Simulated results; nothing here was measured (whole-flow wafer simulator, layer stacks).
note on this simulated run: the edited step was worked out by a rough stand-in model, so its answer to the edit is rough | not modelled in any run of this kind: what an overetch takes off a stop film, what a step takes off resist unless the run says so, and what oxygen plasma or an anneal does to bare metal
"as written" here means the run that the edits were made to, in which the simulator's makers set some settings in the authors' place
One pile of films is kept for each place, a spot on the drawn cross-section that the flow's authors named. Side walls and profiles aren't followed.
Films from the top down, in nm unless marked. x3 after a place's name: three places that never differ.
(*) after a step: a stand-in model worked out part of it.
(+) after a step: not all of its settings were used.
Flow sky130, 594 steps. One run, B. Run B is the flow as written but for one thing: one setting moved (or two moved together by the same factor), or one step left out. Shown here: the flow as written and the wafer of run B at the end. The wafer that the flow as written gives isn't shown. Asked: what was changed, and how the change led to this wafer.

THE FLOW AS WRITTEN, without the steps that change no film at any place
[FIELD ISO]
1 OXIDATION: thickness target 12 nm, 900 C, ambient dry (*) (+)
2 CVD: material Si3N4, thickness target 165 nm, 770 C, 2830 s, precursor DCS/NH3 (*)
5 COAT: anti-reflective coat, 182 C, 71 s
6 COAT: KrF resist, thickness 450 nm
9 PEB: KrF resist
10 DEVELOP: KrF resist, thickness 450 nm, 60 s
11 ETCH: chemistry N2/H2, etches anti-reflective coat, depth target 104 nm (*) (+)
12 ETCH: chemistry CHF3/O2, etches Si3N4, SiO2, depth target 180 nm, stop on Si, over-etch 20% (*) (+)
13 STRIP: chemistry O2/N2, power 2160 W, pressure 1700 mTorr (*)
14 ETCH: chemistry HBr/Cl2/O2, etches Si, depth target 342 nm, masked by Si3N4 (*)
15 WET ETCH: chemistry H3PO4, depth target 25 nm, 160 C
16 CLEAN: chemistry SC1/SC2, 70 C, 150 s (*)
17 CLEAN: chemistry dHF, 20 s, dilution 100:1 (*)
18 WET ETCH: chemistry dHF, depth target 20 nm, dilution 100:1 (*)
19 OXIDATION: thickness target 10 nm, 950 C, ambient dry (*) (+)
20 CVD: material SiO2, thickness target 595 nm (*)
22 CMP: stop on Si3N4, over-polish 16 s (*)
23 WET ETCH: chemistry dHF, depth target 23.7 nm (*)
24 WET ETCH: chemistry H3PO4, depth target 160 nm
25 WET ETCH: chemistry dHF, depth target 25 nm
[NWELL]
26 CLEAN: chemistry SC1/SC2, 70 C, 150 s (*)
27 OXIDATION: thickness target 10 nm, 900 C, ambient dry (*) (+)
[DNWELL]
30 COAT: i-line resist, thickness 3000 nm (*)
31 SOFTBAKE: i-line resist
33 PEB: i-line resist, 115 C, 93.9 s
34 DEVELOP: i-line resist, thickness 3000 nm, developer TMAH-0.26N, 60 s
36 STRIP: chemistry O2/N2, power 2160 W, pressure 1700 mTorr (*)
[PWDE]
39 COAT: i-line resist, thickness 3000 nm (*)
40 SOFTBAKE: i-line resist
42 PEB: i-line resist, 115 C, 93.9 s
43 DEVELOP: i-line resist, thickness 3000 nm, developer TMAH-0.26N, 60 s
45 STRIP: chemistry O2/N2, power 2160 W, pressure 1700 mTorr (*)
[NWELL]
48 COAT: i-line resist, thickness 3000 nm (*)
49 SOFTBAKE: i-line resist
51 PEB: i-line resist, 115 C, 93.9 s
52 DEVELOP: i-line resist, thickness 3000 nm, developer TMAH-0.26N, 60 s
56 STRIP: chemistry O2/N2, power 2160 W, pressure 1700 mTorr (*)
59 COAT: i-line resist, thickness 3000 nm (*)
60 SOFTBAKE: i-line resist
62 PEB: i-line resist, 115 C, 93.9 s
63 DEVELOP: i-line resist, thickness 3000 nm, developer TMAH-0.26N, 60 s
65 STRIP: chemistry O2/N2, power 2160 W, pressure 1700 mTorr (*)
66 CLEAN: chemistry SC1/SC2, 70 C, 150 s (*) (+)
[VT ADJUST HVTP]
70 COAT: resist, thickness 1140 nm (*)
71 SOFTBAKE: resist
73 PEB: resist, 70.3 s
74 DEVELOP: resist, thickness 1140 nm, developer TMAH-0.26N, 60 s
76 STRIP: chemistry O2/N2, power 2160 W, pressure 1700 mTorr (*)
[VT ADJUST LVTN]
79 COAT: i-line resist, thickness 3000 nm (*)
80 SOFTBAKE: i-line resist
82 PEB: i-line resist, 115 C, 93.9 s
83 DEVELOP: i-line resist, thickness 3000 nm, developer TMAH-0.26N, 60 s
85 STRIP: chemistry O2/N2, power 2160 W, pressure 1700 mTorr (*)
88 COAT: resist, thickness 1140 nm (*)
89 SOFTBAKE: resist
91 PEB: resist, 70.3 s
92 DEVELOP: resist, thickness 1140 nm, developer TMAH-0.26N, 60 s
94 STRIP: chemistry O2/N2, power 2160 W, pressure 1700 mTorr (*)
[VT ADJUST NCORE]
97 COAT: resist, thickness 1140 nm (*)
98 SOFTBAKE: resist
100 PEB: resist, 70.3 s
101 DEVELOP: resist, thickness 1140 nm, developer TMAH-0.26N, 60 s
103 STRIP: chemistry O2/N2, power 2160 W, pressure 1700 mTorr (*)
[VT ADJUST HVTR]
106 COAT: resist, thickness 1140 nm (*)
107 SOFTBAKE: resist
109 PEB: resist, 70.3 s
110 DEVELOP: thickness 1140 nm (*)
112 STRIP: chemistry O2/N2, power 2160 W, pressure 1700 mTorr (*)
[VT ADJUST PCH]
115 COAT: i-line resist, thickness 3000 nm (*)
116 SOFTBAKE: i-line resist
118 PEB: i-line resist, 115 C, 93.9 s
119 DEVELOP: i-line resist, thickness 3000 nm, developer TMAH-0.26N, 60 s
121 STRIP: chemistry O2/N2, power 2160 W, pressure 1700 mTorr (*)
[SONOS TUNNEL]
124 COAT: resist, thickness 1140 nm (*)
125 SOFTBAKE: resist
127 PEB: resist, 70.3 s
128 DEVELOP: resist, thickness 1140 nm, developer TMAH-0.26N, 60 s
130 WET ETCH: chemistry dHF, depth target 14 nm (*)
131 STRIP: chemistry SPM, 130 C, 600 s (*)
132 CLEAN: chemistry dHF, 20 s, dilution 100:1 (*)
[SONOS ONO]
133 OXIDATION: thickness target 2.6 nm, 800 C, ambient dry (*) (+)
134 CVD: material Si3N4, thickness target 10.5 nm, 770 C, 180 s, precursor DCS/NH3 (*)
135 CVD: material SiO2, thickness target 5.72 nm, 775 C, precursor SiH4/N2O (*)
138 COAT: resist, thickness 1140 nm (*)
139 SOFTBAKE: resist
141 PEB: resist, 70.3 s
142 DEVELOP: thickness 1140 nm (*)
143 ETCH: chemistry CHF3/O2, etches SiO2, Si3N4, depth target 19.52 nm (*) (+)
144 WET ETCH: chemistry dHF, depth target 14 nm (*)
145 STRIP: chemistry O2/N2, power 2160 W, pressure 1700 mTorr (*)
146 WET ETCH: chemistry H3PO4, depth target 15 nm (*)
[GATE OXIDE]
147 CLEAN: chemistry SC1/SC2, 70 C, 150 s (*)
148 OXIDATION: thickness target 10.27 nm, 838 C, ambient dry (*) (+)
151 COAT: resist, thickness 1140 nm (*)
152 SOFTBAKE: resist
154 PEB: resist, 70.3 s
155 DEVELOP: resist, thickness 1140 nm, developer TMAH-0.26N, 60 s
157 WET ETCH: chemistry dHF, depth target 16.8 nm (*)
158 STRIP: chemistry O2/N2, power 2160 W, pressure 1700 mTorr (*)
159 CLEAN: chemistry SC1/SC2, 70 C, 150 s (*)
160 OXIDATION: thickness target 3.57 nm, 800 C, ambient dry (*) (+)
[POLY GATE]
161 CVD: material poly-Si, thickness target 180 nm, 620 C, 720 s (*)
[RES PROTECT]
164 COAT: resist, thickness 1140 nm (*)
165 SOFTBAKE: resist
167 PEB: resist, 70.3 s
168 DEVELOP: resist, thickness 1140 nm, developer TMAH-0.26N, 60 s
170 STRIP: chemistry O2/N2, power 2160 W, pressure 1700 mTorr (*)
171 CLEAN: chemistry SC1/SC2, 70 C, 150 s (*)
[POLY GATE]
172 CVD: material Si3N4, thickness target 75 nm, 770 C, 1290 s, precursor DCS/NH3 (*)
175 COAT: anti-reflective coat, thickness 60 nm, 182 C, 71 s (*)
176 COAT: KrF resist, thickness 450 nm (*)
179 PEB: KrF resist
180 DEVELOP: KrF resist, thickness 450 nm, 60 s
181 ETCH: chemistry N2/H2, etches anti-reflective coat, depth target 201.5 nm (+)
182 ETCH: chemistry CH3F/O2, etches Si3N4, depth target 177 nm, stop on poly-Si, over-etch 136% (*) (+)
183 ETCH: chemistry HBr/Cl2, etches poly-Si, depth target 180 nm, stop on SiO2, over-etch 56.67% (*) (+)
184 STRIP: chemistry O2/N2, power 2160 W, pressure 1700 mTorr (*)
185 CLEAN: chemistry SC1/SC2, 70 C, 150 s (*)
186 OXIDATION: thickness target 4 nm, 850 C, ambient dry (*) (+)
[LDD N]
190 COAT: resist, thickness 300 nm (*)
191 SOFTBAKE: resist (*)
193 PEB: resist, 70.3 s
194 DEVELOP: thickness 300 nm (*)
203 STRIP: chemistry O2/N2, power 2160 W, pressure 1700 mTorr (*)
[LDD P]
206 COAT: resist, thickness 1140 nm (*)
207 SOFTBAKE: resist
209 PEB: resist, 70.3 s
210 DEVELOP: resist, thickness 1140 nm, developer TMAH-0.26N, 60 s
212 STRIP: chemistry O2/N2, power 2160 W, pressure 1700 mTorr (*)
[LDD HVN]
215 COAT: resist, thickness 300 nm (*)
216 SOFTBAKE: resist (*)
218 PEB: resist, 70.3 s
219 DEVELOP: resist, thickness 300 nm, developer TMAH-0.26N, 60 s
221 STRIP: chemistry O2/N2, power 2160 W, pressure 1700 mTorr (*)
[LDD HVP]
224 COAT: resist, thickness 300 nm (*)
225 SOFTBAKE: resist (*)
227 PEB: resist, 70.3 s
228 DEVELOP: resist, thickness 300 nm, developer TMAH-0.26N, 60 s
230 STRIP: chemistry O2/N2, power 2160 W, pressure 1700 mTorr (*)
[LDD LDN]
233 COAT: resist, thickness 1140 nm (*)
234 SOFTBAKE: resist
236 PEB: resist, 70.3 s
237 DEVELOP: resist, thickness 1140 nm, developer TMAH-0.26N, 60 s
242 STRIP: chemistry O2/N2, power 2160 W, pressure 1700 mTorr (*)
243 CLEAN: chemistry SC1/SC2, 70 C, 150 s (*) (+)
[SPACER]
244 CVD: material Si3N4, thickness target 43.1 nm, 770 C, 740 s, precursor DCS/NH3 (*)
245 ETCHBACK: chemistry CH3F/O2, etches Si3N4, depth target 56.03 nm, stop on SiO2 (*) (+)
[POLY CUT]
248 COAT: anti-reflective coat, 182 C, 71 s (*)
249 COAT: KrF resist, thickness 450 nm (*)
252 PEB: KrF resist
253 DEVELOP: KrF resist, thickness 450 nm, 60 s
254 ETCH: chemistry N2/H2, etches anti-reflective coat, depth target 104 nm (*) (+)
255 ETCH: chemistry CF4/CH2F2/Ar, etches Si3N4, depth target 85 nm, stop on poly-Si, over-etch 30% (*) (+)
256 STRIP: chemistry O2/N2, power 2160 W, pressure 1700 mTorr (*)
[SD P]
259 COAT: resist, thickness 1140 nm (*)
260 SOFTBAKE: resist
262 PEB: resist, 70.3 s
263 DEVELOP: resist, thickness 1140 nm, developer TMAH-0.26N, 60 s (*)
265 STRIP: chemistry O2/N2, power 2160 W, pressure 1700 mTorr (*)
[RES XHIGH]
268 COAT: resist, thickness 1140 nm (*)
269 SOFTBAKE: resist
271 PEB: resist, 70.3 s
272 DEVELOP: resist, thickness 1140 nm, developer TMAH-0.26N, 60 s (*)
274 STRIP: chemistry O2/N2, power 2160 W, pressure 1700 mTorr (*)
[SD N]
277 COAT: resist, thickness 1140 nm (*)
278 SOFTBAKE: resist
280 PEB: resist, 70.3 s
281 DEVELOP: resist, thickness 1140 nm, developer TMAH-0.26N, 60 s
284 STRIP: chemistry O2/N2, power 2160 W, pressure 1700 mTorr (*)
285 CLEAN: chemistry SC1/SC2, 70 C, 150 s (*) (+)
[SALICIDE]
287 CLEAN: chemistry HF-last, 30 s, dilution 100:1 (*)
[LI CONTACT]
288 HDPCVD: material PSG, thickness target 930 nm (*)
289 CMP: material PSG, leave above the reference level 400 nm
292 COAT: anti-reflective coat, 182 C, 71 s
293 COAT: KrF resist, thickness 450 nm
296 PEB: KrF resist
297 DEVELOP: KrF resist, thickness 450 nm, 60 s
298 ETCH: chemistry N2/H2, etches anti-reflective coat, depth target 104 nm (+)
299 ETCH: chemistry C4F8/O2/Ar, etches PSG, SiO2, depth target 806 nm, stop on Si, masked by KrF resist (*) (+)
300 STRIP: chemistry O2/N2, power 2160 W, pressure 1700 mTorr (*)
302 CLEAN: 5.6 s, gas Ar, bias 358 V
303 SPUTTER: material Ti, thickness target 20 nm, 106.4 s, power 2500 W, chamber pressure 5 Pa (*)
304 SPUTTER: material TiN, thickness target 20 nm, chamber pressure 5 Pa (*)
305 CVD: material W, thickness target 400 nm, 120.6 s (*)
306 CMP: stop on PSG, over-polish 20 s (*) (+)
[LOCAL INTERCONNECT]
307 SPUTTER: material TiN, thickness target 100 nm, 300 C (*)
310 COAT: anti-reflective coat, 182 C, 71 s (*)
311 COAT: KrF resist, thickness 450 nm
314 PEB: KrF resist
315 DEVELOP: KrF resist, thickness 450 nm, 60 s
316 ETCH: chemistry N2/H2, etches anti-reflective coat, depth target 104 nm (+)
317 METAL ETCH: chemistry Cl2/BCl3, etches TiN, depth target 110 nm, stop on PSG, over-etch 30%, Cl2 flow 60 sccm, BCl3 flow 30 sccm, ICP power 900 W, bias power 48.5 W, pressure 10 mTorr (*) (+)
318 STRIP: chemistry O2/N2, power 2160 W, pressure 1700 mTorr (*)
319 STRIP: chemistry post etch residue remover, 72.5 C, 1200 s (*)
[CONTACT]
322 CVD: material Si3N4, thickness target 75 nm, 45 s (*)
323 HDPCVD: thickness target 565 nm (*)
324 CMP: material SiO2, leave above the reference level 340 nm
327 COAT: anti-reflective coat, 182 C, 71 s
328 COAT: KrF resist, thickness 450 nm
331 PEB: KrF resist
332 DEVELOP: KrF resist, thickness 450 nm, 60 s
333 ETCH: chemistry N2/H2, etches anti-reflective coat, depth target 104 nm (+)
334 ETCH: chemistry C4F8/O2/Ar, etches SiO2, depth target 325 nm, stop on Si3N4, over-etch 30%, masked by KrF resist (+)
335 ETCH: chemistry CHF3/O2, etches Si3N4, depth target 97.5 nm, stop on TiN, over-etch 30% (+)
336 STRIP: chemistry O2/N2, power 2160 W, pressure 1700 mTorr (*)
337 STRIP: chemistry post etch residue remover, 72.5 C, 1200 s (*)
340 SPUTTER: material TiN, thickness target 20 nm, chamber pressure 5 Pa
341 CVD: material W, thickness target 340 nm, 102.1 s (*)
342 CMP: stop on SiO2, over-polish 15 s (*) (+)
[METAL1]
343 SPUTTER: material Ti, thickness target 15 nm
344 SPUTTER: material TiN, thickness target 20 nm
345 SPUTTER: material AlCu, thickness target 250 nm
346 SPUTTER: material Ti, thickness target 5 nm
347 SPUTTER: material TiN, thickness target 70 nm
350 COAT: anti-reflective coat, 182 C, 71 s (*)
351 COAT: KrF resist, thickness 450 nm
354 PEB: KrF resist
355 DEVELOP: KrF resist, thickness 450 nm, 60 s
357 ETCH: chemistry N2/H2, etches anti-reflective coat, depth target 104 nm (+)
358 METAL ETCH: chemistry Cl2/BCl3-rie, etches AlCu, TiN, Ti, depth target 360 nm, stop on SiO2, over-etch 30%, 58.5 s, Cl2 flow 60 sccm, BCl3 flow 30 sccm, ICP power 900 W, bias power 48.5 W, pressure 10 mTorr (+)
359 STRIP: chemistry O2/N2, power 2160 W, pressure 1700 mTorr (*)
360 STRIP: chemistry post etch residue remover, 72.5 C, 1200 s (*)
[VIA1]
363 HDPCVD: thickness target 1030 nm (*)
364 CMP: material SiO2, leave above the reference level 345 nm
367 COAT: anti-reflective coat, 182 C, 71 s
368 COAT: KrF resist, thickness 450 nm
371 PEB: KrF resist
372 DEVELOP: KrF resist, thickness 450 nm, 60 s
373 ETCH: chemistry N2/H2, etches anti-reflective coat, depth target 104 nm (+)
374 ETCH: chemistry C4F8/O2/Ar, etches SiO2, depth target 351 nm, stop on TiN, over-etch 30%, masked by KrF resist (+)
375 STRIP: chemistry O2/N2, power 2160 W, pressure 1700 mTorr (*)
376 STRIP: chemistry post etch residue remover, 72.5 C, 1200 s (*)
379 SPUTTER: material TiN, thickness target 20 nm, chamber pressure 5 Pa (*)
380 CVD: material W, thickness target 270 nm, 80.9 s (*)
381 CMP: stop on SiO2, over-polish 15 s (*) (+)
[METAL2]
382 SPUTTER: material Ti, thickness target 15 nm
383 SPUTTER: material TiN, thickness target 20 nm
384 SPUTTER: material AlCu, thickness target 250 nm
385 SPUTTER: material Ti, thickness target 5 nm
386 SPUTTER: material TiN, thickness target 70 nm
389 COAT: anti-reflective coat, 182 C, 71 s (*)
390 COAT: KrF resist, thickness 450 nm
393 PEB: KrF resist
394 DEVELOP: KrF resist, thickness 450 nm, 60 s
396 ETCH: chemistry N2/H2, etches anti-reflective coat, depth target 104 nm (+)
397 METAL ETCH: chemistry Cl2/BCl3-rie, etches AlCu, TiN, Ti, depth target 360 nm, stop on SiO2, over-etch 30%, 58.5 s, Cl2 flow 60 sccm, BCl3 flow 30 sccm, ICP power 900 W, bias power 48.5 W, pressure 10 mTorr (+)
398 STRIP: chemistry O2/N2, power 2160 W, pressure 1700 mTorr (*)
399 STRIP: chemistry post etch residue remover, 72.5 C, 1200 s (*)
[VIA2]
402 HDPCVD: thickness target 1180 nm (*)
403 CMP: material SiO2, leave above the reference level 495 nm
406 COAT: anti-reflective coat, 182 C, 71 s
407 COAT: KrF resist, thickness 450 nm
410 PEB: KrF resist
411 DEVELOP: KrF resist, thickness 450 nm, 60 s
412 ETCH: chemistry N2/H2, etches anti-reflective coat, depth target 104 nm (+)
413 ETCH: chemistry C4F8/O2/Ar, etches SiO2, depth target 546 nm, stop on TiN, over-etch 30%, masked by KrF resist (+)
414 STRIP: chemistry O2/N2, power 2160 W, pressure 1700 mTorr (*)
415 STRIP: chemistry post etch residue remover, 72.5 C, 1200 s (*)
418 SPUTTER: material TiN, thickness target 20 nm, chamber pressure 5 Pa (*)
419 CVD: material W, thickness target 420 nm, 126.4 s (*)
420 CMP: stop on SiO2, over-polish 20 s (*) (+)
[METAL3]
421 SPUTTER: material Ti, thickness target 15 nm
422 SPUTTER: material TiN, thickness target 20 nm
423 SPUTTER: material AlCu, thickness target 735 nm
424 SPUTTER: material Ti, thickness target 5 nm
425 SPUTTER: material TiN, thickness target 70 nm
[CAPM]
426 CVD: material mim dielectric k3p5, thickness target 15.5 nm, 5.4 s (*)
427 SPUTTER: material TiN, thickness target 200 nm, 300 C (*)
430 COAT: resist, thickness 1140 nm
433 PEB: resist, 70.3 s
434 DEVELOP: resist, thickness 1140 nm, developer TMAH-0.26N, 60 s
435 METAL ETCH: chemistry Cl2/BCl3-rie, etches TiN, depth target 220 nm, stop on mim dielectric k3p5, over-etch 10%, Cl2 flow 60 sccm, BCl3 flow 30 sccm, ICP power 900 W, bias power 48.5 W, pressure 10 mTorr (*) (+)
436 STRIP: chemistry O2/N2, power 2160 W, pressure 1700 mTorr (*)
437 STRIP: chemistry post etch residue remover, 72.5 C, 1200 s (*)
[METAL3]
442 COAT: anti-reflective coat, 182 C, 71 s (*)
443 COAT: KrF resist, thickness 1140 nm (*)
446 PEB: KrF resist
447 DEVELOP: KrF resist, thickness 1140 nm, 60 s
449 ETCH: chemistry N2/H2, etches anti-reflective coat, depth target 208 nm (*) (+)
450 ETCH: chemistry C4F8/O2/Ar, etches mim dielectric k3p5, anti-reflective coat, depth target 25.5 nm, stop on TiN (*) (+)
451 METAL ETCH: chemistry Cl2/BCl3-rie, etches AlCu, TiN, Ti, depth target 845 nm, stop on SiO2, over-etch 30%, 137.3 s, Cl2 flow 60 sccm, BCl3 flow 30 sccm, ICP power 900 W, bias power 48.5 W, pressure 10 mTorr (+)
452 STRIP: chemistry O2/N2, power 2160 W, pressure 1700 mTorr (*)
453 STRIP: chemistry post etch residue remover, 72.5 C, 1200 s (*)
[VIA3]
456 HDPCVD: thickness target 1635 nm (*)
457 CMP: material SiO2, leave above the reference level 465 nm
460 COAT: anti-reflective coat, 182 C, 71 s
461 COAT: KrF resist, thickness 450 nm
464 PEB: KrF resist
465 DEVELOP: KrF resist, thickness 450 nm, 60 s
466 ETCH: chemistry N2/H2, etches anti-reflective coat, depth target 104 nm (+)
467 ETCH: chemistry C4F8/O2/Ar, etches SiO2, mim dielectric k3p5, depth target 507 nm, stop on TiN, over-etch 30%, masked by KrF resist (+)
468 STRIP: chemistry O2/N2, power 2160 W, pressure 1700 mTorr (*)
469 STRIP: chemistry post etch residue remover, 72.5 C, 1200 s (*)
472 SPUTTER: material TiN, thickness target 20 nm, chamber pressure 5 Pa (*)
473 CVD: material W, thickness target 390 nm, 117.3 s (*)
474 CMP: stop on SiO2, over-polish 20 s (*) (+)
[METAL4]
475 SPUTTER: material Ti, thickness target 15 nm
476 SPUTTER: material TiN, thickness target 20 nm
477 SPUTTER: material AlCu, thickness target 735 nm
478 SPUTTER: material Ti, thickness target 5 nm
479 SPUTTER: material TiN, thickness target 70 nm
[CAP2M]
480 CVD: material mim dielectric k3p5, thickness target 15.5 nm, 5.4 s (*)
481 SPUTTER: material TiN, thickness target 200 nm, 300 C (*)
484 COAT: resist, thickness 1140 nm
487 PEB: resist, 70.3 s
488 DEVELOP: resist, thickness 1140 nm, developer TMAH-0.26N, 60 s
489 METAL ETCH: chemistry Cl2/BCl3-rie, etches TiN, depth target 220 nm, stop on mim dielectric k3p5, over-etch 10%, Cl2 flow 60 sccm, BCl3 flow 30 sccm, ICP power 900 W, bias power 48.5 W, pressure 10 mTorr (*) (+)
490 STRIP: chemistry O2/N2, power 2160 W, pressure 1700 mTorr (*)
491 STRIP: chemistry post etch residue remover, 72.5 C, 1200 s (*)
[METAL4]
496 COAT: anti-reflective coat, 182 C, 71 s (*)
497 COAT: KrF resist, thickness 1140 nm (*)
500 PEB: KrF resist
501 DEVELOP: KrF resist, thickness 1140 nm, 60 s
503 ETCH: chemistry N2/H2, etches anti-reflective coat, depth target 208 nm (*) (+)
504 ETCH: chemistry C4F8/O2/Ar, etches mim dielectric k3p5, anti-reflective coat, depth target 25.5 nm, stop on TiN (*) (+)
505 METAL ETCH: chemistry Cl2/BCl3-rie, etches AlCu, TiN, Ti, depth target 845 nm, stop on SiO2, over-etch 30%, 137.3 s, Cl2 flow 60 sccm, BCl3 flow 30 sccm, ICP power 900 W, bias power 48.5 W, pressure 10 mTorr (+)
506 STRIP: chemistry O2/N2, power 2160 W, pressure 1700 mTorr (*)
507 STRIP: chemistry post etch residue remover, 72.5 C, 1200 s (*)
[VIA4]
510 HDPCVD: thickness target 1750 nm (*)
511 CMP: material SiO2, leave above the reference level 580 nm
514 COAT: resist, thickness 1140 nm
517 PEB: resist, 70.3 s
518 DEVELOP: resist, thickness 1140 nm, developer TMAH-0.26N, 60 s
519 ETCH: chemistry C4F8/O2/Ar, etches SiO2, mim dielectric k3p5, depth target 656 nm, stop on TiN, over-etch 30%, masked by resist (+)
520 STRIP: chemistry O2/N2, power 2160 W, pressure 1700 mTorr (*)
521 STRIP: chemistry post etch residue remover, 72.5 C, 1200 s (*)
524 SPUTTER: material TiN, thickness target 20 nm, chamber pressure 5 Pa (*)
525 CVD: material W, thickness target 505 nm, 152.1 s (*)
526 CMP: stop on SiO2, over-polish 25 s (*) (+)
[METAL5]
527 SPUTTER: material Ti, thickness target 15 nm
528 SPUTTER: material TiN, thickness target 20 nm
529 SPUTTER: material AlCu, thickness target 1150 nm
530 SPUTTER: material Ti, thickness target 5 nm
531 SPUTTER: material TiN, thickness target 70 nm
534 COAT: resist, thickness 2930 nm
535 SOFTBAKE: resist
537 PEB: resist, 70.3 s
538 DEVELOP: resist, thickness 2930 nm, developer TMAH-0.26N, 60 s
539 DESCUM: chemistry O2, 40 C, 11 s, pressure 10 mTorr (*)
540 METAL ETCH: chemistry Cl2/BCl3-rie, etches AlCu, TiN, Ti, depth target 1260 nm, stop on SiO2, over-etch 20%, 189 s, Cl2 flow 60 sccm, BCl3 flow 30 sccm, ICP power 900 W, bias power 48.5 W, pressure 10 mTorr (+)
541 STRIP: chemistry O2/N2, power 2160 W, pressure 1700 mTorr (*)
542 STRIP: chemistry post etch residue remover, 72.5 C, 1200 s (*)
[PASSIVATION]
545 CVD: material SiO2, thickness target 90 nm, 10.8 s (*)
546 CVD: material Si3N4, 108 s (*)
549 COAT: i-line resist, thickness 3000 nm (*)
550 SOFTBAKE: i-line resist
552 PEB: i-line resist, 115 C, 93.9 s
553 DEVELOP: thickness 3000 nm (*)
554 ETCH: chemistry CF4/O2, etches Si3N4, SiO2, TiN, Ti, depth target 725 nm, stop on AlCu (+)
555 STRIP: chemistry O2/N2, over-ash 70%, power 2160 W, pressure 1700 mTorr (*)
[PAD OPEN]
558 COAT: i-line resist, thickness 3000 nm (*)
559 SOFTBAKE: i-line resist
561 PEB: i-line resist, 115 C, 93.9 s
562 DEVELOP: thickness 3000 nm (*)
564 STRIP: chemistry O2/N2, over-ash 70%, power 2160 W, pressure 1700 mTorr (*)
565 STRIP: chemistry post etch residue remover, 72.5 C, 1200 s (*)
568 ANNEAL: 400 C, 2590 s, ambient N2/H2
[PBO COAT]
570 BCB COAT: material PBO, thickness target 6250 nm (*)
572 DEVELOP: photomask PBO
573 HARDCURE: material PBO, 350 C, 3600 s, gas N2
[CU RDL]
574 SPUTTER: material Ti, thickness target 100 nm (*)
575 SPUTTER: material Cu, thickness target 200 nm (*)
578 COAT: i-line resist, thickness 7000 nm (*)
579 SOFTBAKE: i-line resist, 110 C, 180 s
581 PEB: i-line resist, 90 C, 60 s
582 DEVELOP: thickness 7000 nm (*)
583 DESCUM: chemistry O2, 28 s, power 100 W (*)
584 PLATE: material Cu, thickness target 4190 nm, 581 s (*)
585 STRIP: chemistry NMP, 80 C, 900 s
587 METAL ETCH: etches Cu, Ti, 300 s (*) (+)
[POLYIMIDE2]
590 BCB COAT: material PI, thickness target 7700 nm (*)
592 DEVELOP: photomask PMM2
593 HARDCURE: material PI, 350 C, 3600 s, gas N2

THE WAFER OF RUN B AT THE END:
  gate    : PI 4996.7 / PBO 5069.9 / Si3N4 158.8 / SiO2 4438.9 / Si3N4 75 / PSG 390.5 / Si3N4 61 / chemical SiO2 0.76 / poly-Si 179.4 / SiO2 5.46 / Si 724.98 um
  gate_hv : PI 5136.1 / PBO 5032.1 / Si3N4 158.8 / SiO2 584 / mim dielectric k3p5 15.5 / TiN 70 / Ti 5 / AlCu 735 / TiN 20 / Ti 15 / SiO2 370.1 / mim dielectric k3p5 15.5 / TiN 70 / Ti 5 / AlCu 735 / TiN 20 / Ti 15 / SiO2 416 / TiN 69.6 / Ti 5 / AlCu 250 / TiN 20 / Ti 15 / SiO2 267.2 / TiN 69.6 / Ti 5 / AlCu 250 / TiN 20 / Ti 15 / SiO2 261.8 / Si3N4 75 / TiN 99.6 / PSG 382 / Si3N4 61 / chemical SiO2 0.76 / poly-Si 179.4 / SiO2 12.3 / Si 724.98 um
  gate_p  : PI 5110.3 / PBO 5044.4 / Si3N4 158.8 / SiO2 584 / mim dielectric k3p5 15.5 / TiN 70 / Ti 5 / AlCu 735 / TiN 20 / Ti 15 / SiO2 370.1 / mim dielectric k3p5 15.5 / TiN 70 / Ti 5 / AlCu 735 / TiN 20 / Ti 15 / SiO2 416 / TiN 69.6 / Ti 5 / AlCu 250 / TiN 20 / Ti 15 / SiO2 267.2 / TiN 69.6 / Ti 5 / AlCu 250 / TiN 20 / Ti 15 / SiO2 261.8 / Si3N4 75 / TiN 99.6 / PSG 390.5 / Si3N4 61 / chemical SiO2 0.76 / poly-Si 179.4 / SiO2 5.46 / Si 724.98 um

The cause: step 160, OXIDATION: thickness target 5.46 nm was run, where the flow has thickness target 3.57 nm.
It can be read off the wafer: gate has SiO2 5.46, and step 160 as written asks for 3.57 nm.

How the change led to this, step by step:
  160 OXIDATION: thickness target 3.57 nm, 800 C, ambient dry (*) (+)
      active, n_well, p_well and 58 more: SiO2 +5.46 (new film), chemical SiO2 -0.76 (all of it), Si -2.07 (as written it would be: SiO2 +3.57 (new film), chemical SiO2 -0.76 (all of it), Si -1.24)
      gate_hv, m1, pad and 37 more: SiO2 +2.38, Si -1.05 (as written it would be: SiO2 +0.85, Si -0.37)
  248 COAT: anti-reflective coat, 182 C, 71 s (*)
      m1: anti-reflective coat +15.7 (new film) (as written it would be: anti-reflective coat +16.3 (new film))
      gate_lg05: anti-reflective coat +17.9 (new film) (as written it would be: anti-reflective coat +18.6 (new film))
      (and at 1 more place)
  256 STRIP: chemistry O2/N2, power 2160 W, pressure 1700 mTorr (*)
      m1: KrF resist -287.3 (all of it), anti-reflective coat -15.7 (all of it) (as written it would be: KrF resist -287.2 (all of it), anti-reflective coat -16.3 (all of it))
      gate_lg05: KrF resist -307.1 (all of it), anti-reflective coat -17.9 (all of it) (as written it would be: KrF resist -307 (all of it), anti-reflective coat -18.6 (all of it))
      (and at 1 more place)
  299 ETCH: chemistry C4F8/O2/Ar, etches PSG, SiO2, depth target 806 nm, stop on Si, masked by KrF resist (*) (+)
      contact, ndiff_licon, ndiff_licon_cpp: PSG -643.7 (all of it), SiO2 -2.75 (all of it) (as written it would be: PSG -643.6 (all of it), SiO2 -1.16 (all of it))
  303 SPUTTER: material Ti, thickness target 20 nm, 106.4 s, power 2500 W, chamber pressure 5 Pa (*)
      ndiff_licon_cpp: Ti +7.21 (new film) (as written it would be: Ti +6.53 (new film))
  306 CMP: stop on PSG, over-polish 20 s (*) (+)
      poly_licon: W -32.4 (as written it would be: W -33.3)
